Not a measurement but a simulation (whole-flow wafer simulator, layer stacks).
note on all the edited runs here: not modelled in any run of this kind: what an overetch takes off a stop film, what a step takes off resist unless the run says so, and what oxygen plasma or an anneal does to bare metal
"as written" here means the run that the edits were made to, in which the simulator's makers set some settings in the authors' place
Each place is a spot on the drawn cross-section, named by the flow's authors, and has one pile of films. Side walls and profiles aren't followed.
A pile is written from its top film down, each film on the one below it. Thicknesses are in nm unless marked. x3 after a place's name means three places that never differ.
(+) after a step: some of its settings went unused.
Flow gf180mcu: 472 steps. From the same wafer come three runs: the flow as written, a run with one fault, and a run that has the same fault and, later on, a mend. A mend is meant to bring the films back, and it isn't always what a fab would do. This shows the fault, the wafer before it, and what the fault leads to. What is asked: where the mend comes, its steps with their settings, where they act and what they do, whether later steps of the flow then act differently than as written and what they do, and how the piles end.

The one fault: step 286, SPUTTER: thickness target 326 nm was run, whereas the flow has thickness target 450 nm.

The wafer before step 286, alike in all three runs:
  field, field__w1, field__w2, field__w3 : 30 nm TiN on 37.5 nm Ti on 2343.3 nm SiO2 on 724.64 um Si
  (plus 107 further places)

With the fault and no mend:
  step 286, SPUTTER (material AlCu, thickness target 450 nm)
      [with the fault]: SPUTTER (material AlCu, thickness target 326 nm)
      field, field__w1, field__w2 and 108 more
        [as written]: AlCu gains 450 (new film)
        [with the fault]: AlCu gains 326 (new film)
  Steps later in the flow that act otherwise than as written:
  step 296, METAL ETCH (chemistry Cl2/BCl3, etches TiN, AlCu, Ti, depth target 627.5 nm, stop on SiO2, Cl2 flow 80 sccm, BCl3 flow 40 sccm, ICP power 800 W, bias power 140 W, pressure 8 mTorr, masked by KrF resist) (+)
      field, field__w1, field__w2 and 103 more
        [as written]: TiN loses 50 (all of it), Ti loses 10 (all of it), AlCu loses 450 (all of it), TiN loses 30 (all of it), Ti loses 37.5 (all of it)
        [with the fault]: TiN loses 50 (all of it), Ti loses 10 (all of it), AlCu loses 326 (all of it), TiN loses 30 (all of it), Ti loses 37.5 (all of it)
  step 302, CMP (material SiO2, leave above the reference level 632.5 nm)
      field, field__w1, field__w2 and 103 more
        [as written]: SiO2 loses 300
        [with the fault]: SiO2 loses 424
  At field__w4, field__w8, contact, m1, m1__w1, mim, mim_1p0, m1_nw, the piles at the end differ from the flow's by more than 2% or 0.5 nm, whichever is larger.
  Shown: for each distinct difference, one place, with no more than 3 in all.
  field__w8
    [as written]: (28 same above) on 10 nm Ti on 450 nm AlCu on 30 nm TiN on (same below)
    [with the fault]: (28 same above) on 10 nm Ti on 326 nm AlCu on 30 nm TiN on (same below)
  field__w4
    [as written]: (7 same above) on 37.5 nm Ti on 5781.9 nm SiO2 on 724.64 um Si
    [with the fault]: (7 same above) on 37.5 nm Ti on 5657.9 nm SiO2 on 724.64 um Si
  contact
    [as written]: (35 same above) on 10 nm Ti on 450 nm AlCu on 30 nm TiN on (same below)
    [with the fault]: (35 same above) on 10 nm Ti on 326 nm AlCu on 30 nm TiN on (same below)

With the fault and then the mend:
  After step 286 comes the mend.
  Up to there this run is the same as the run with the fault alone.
  step 286a, SPUTTER (material AlCu, thickness target 124 nm) (the flow's step 286, run once more with other settings)
      field, field__w1, field__w2 and 108 more
        AlCu gains 124
  None of the later steps of the flow acts differently than as written at any place that is followed.
  At every place that both follow, the piles at the end match the flow's.
